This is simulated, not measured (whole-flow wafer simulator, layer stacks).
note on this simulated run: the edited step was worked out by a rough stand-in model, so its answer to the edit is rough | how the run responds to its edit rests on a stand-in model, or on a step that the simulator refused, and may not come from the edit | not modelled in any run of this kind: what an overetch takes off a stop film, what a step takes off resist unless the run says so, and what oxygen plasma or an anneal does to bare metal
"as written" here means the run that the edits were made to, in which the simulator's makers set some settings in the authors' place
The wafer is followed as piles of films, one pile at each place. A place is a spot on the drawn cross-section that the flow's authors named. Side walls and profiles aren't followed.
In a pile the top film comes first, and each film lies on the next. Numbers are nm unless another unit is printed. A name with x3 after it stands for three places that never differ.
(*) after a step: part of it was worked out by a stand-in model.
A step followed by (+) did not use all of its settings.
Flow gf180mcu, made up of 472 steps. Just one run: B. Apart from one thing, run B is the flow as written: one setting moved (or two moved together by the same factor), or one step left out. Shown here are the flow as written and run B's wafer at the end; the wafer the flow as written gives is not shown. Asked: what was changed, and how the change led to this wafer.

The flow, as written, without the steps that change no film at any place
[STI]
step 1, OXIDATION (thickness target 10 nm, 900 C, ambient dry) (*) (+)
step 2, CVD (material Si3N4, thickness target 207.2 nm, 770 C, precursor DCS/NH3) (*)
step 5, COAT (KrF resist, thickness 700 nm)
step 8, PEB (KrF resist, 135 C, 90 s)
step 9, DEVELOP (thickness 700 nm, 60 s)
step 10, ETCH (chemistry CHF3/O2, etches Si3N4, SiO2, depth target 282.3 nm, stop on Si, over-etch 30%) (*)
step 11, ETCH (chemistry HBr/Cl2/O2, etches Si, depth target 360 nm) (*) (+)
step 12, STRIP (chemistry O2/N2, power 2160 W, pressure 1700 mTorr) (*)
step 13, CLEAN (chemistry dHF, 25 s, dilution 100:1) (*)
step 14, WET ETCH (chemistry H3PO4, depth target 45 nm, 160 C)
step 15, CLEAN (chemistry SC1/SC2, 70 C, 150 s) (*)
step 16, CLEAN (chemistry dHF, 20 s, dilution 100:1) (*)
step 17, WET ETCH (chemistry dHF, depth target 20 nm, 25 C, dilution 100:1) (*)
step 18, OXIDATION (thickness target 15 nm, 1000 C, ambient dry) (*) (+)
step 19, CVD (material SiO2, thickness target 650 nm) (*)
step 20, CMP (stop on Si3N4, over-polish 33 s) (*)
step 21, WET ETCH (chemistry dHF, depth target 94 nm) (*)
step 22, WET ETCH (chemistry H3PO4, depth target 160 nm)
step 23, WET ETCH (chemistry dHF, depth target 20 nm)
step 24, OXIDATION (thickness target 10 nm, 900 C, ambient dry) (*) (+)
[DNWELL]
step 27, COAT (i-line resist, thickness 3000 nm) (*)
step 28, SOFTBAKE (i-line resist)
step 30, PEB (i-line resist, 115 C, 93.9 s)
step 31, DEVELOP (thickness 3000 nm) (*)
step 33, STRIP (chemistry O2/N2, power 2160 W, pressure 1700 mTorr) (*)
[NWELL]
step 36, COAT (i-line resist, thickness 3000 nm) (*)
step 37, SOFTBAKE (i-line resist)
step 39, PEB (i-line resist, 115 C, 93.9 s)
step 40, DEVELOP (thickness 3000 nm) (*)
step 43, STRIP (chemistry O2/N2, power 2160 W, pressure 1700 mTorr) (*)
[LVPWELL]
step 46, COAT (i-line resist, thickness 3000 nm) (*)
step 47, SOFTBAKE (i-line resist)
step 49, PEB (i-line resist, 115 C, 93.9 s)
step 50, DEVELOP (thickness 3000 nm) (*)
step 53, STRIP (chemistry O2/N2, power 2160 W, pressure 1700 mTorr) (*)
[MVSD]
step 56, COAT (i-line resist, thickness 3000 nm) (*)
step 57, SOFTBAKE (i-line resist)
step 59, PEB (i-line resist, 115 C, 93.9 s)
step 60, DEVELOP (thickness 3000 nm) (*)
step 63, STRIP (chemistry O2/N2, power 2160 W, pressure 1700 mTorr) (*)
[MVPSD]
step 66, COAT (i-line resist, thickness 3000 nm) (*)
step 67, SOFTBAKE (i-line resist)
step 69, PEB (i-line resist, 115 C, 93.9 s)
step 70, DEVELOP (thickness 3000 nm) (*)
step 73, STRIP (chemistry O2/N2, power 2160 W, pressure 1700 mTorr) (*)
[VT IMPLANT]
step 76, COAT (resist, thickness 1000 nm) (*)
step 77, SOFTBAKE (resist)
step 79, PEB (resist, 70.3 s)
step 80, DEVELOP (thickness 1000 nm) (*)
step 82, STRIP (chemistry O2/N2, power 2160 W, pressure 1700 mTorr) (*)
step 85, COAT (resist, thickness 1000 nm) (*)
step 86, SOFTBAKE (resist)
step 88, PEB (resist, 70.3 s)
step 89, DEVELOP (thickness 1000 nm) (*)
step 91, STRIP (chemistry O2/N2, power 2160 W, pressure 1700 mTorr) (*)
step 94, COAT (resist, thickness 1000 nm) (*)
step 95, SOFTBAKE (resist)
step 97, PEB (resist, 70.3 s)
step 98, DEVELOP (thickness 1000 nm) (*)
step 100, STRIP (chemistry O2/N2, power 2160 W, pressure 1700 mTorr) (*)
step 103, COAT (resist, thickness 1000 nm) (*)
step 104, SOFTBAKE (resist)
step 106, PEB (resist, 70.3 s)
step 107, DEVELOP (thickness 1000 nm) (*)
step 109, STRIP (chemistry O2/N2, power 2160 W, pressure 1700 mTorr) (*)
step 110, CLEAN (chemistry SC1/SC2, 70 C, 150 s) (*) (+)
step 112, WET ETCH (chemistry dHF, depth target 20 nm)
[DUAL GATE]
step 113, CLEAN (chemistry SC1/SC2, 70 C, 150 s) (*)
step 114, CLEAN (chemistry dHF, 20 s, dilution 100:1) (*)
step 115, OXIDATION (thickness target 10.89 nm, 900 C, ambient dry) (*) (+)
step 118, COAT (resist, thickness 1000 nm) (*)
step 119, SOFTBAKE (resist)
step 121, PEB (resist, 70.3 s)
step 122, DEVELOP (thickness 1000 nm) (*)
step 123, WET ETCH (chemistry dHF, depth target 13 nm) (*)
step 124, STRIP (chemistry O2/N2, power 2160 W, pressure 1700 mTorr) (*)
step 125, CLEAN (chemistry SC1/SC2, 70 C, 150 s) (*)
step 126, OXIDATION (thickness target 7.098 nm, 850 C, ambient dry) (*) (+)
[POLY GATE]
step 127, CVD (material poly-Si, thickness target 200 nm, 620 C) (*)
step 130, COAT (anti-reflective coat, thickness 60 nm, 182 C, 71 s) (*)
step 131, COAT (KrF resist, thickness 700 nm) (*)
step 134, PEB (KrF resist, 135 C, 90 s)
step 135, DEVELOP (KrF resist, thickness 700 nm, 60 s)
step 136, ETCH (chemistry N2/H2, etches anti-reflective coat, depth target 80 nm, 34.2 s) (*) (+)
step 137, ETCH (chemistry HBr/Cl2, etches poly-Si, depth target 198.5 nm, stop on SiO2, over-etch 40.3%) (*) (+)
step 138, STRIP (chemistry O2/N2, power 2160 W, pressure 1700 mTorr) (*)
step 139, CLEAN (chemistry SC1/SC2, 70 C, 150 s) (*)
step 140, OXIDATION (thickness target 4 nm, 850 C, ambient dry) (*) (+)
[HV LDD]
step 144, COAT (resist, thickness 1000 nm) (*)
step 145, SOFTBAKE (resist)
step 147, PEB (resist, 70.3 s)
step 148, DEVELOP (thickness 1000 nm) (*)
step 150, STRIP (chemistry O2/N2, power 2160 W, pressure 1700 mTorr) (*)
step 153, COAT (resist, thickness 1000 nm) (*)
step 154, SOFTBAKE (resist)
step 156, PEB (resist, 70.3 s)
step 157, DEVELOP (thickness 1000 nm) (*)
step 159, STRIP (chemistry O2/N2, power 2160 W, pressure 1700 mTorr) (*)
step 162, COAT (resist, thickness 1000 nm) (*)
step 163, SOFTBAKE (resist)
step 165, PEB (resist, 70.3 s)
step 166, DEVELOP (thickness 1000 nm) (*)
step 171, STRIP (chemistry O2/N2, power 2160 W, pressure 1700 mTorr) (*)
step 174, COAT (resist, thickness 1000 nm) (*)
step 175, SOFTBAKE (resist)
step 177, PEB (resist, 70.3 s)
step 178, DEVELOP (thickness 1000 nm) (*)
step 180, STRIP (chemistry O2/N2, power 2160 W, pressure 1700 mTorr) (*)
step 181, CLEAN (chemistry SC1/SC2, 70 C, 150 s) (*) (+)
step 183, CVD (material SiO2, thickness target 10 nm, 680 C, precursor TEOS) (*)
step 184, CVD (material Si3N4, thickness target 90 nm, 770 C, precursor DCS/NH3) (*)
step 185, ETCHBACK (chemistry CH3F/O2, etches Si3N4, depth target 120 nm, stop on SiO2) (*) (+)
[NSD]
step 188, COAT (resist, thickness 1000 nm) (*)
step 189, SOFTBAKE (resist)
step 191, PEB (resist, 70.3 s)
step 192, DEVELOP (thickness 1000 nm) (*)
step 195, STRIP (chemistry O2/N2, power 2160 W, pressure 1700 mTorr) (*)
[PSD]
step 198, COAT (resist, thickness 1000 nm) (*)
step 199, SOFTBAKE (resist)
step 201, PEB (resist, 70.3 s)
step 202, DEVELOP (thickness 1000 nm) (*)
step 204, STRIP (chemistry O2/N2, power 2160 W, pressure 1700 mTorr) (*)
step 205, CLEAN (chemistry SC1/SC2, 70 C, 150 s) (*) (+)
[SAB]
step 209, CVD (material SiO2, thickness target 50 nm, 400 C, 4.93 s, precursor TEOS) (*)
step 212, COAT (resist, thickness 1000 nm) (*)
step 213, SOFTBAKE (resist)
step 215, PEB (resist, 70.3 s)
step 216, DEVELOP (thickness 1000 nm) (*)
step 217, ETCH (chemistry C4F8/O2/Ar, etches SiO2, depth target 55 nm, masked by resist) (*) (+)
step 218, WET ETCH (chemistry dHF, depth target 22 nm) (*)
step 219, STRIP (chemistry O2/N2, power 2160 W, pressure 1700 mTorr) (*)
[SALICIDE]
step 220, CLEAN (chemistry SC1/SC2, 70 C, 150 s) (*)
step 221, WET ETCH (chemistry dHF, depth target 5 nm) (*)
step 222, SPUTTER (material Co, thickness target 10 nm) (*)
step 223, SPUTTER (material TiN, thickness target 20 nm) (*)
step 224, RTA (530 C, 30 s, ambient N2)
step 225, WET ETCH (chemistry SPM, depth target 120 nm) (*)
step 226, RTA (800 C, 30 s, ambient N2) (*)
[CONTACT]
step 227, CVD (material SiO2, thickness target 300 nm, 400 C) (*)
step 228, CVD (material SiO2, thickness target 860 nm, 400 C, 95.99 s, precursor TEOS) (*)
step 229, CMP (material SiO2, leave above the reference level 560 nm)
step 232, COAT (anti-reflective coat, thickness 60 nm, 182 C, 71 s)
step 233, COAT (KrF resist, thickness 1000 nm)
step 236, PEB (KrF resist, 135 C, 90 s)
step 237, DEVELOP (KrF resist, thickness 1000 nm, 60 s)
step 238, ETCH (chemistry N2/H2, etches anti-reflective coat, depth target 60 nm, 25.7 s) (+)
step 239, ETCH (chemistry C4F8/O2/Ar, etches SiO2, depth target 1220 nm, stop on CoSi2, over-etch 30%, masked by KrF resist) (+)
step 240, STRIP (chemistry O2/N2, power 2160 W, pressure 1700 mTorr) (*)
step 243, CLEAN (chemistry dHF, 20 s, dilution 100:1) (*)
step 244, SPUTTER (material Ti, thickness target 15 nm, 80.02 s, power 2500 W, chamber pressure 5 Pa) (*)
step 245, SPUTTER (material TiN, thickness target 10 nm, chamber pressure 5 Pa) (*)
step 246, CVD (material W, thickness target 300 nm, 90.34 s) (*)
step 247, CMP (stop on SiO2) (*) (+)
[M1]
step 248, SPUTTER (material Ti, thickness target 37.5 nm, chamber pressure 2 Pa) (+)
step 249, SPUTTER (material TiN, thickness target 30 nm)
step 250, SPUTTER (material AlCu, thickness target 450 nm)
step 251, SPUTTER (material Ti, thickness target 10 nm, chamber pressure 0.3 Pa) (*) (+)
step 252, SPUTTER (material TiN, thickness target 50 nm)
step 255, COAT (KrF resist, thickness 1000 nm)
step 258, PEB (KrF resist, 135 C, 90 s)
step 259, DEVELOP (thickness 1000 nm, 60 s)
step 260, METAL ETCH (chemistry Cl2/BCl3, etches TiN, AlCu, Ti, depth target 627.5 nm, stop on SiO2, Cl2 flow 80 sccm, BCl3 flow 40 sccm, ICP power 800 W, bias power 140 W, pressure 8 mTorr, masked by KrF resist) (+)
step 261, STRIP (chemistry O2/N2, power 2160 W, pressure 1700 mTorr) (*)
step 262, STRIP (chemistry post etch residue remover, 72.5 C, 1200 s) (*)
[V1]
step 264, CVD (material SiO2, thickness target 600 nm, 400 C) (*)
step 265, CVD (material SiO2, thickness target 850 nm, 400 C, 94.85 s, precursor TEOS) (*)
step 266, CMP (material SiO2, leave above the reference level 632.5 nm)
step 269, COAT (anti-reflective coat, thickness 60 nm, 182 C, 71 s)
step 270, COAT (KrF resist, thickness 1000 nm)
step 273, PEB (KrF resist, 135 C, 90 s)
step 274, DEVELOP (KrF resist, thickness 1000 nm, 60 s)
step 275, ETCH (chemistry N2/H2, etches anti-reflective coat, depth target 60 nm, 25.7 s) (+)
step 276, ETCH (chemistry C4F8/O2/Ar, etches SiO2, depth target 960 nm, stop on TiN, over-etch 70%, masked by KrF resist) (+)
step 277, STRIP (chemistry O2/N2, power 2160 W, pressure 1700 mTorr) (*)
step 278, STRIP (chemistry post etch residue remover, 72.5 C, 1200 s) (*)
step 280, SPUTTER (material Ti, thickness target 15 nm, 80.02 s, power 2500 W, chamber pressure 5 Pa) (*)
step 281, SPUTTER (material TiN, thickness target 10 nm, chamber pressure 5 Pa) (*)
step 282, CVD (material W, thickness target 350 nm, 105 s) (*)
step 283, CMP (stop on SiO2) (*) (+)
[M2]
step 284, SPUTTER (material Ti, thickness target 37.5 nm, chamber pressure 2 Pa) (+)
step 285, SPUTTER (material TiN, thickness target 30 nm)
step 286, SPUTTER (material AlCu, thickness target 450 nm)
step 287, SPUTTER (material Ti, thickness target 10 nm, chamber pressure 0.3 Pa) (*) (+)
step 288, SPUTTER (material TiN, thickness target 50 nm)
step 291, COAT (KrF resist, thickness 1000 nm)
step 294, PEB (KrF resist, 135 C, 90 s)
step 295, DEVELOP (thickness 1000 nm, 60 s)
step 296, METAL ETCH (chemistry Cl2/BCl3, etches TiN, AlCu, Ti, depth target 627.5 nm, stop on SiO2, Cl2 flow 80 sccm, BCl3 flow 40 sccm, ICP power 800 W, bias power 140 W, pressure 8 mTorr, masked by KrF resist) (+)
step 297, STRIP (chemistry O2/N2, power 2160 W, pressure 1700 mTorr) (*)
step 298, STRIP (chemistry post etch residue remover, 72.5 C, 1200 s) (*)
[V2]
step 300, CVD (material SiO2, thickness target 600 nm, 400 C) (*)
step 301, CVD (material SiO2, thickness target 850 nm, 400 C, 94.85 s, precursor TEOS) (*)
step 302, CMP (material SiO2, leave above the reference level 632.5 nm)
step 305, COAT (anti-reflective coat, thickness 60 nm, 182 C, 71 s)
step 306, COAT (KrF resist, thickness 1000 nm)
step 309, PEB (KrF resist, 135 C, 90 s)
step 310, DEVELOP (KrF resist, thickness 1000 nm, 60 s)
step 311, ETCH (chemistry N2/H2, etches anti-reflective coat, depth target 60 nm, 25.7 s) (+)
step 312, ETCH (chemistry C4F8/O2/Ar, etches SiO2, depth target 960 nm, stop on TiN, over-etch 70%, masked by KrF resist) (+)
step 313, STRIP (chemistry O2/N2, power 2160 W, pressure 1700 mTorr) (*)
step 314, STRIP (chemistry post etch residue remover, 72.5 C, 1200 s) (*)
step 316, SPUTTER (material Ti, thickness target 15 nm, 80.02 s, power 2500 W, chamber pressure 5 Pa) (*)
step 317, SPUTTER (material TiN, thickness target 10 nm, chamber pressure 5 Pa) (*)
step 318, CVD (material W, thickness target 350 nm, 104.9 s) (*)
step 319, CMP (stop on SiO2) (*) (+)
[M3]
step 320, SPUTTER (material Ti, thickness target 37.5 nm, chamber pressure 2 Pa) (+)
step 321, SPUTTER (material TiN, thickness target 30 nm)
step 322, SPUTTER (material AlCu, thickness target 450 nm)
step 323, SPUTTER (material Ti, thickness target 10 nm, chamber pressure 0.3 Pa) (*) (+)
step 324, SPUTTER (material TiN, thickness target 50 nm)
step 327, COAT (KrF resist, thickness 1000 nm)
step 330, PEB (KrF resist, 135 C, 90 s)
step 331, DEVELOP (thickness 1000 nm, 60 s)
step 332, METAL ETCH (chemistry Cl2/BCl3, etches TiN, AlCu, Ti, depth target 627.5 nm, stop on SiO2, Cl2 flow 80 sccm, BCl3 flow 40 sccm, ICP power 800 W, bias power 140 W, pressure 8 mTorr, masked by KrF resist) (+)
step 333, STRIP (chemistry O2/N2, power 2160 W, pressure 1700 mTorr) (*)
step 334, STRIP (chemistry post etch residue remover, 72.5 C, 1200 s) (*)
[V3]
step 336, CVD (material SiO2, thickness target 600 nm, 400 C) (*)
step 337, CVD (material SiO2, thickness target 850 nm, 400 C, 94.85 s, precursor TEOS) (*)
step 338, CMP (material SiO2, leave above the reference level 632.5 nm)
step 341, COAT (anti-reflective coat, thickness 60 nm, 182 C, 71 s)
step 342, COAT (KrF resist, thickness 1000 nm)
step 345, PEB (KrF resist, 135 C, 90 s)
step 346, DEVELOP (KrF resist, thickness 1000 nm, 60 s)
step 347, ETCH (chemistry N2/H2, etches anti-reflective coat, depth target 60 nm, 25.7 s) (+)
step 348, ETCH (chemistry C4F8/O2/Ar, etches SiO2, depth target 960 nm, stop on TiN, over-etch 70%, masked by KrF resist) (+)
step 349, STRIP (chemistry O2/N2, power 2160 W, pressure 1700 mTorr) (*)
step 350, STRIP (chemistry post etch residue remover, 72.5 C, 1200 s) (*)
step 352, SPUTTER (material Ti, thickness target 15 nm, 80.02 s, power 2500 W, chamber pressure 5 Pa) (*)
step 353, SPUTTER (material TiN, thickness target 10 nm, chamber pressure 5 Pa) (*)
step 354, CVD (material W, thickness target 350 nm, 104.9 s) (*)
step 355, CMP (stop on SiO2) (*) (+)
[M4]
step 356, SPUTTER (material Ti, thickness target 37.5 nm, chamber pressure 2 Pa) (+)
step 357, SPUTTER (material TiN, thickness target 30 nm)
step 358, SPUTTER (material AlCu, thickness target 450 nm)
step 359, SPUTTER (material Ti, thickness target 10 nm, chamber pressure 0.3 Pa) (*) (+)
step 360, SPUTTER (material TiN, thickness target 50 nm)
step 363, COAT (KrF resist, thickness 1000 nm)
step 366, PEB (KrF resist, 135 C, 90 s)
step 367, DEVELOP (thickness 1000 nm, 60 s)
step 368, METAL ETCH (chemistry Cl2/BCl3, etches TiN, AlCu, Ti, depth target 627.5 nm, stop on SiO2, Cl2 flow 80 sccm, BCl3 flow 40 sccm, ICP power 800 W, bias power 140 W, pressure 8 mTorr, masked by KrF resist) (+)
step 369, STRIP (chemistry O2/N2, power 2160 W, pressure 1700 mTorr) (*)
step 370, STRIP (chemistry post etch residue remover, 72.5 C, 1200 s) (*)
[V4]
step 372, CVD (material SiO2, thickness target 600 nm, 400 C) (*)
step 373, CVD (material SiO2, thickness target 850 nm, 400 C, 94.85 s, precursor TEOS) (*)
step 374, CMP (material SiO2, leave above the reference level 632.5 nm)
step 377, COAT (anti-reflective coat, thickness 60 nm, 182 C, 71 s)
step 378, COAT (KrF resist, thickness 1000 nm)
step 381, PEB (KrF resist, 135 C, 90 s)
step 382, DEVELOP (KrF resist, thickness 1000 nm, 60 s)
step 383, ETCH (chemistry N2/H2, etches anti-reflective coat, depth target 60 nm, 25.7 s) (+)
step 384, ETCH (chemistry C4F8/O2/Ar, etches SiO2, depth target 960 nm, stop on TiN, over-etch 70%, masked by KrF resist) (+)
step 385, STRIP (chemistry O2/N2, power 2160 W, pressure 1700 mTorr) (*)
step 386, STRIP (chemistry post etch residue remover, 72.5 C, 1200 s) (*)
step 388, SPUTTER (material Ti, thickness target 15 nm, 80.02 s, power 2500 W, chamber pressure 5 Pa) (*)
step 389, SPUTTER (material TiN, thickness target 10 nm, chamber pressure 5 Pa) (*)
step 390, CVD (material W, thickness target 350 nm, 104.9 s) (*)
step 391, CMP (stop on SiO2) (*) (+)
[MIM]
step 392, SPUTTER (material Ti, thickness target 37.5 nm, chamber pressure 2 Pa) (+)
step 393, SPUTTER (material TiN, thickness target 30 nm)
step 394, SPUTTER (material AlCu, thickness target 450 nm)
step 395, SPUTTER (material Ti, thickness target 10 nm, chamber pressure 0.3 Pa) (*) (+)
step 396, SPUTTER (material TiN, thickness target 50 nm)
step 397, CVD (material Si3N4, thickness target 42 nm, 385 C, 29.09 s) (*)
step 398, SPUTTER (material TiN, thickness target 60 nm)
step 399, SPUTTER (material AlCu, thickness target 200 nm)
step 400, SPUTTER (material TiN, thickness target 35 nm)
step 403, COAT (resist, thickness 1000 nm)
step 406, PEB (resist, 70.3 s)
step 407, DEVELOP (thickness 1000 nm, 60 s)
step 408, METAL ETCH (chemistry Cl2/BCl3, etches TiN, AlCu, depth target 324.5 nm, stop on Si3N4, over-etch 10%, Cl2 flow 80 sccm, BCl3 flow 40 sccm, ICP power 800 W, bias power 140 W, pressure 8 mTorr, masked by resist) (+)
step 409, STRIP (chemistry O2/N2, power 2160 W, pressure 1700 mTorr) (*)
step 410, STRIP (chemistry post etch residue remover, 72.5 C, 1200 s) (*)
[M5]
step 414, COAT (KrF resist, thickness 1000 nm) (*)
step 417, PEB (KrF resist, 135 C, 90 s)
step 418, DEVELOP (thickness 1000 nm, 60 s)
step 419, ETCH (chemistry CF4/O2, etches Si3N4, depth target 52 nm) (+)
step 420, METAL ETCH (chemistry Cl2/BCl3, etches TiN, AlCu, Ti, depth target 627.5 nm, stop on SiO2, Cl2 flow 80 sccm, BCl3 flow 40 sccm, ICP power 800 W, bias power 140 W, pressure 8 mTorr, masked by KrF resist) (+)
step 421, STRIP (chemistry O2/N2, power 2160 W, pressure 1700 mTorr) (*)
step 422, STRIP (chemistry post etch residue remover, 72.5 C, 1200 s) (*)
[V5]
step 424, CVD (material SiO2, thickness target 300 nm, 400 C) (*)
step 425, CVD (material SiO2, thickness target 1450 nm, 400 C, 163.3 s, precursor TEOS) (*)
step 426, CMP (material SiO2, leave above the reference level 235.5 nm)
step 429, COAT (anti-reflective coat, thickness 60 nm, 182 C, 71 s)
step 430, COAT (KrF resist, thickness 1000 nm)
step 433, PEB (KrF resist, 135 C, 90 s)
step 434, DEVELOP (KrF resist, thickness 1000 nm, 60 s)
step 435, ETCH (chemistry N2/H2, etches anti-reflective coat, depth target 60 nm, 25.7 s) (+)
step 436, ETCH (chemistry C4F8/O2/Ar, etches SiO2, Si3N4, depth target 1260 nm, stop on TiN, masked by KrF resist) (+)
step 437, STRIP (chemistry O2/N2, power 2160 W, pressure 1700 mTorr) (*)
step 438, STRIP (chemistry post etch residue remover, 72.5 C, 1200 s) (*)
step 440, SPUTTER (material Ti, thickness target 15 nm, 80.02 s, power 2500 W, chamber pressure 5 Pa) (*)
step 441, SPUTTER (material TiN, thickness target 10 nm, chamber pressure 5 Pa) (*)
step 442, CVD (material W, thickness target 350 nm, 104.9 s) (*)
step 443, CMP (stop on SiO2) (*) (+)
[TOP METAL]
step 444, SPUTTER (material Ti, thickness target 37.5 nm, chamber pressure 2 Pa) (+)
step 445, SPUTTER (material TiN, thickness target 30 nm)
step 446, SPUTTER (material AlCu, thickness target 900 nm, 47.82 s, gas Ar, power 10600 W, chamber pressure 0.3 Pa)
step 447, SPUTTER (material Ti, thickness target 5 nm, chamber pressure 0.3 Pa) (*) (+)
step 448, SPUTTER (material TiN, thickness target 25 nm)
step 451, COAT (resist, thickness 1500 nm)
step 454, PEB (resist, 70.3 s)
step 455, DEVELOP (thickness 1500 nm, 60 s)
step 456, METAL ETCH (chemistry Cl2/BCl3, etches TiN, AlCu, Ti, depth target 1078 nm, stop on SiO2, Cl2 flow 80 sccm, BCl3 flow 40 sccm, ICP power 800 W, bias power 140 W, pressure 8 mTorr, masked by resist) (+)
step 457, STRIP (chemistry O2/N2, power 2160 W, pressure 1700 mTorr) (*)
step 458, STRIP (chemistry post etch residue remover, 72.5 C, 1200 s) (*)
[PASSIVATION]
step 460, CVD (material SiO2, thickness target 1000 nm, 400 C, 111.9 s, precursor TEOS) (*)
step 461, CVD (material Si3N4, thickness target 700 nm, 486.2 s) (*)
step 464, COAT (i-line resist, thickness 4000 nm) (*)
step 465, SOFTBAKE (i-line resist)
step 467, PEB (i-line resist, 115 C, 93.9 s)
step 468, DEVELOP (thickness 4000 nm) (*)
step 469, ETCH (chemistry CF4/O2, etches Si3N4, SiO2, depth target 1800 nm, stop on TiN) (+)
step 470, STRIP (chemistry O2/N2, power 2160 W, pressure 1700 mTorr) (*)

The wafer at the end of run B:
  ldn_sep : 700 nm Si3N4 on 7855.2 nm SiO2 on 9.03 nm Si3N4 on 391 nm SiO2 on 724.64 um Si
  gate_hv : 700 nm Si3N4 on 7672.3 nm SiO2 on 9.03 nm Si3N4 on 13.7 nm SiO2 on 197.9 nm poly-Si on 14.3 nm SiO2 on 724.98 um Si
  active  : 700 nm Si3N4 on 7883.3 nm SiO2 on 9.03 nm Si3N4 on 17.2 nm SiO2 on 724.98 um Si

What caused this: step 185, ETCHBACK: depth target 76.8 nm was run, while the flow as written has depth target 120 nm.

How this came from the change, step by step:
  step 185, ETCHBACK (chemistry CH3F/O2, etches Si3N4, depth target 120 nm, stop on SiO2) (*) (+)
      field, field__w1, field__w2 and 100 more: -76.8 Si3N4 (it would be, as written: -90 Si3N4 (all of it), -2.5 SiO2)
  step 189, SOFTBAKE (resist)
      field__w9: -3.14 resist (it would be, as written: +6.92 resist)
      nw_enc_fld_lv: +5.57 resist (it would be, as written: +0.86 resist)
  step 199, SOFTBAKE (resist)
      field__w9: -3.14 resist (it would be, as written: +6.92 resist)
      nw_enc_fld_lv: +5.57 resist (it would be, as written: +0.86 resist)
  step 205, CLEAN (chemistry SC1/SC2, 70 C, 150 s) (*) (+)
      field, field__w1, field__w2 and 105 more: -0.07 Si3N4 (it would be, as written: -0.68 SiO2)
  step 209, CVD (material SiO2, thickness target 50 nm, 400 C, 4.93 s, precursor TEOS) (*)
      field, field__w7, field__w8 and 73 more: +50 SiO2 (new film) (it would be, as written: +50 SiO2)
      field_sub__w1, field_sub__w3, field_sub__w4, field_sub__w5, ld_drift_n: +48.8 SiO2 (new film) (it would be, as written: +48.9 SiO2)
      (also at 27 further places)
  step 217, ETCH (chemistry C4F8/O2/Ar, etches SiO2, depth target 55 nm, masked by resist) (*) (+)
      field, field__w7, field__w8 and 70 more: -50 SiO2 (all of it), -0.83 Si3N4 (it would be, as written: -55 SiO2)
      field_sub__w1, field_sub__w3, field_sub__w4, field_sub__w5, ld_drift_n: -48.8 SiO2 (all of it), -1.03 Si3N4 (it would be, as written: -55 SiO2)
      (also at 21 further places)
  step 218, WET ETCH (chemistry dHF, depth target 22 nm) (*)
      gate, gate_hv, gate_p and 23 more: -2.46 Si3N4 (it would be, as written: -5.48 SiO2 (all of it))
      field, field__w10, sti and 14 more: -2.46 Si3N4 (it would be, as written: -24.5 SiO2)
      (also at 56 further places)
  step 219, STRIP (chemistry O2/N2, power 2160 W, pressure 1700 mTorr) (*)
      gate, gate_hv, gate_p and 23 more: nothing (it would be, as written: +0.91 chemical SiO2 (new film), -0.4 poly-Si)
      active, p_well, sd_n and 20 more: nothing (it would be, as written: +0.91 chemical SiO2 (new film), -0.4 Si)
  step 220, CLEAN (chemistry SC1/SC2, 70 C, 150 s) (*)
      field, field__w1, field__w2 and 47 more: -0.07 Si3N4 (it would be, as written: -0.68 SiO2)
  step 221, WET ETCH (chemistry dHF, depth target 5 nm) (*)
      active, p_well, gate and 46 more: -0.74 Si3N4 (it would be, as written: -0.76 chemical SiO2 (all of it))
      field, field__w1, field__w2 and 23 more: -0.74 Si3N4 (it would be, as written: -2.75 SiO2)
      (also at 24 further places)
  step 224, RTA (530 C, 30 s, ambient N2)
      gate, gate_hv, gate_p and 22 more: nothing (it would be, as written: under 1 film: +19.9 CoSi (new film), -10 Co (all of it), -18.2 poly-Si)
      active, p_well, sd_n and 11 more: nothing (it would be, as written: under 1 film: +19.9 CoSi (new film), -10 Co (all of it), -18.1 Si)
      (also at 10 further places)
  step 225, WET ETCH (chemistry SPM, depth target 120 nm) (*)
      active, p_well, gate and 36 more: -20 TiN (all of it), -10 Co (all of it) (it would be, as written: -20 TiN (all of it))
      sd_p: -18.3 TiN (all of it), -9.25 Co (all of it) (it would be, as written: -17.9 TiN (all of it))
      (also at 9 further places)
  step 226, RTA (800 C, 30 s, ambient N2) (*)
      gate, gate_hv, gate_p and 22 more: nothing (it would be, as written: +35 CoSi2 (new film), -19.9 CoSi (all of it), -18.2 poly-Si)
      active, p_well, sd_n and 11 more: nothing (it would be, as written: +35 CoSi2 (new film), -19.9 CoSi (all of it), -18.1 Si)
      (also at 10 further places)
  step 227, CVD (material SiO2, thickness target 300 nm, 400 C) (*)
      field, field__w1, field__w2 and 47 more: +300 SiO2 (new film) (it would be, as written: +300 SiO2)
  step 228, CVD (material SiO2, thickness target 860 nm, 400 C, 95.99 s, precursor TEOS) (*)
      ld_drift_p: +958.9 SiO2 (it would be, as written: +979.4 SiO2)
  step 229, CMP (material SiO2, leave above the reference level 560 nm)
      ldn_sep__w1, ldn_sep__w2, ldn_dft and 8 more: -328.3 SiO2 (it would be, as written: -311 SiO2)
      sti, mim_1p0, pad, dice_street, iso_nw_fld, iso_fld_sub: -314 SiO2 (it would be, as written: -296.8 SiO2)
      (also at 57 further places)
  ... 4 further steps ...
  step 471, ANNEAL (400 C, 1800 s, ambient N2/H2)
      polyc_n, polyc_p: under 9 films: +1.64 void (new film), -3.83 Ti, +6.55 TiSi first (new film), -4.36 poly-Si (it would be, as written: nothing)
      contact: under 49 films: +1.62 void (new film), -3.83 Ti, +6.55 TiSi first (new film), -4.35 Si (it would be, as written: nothing)
If metal films that touch count as one body, gate_hv has 0 bodies; the flow as written gives 1 body.
If metal films that touch count as one body, active has 0 bodies; the flow as written gives 1 body.
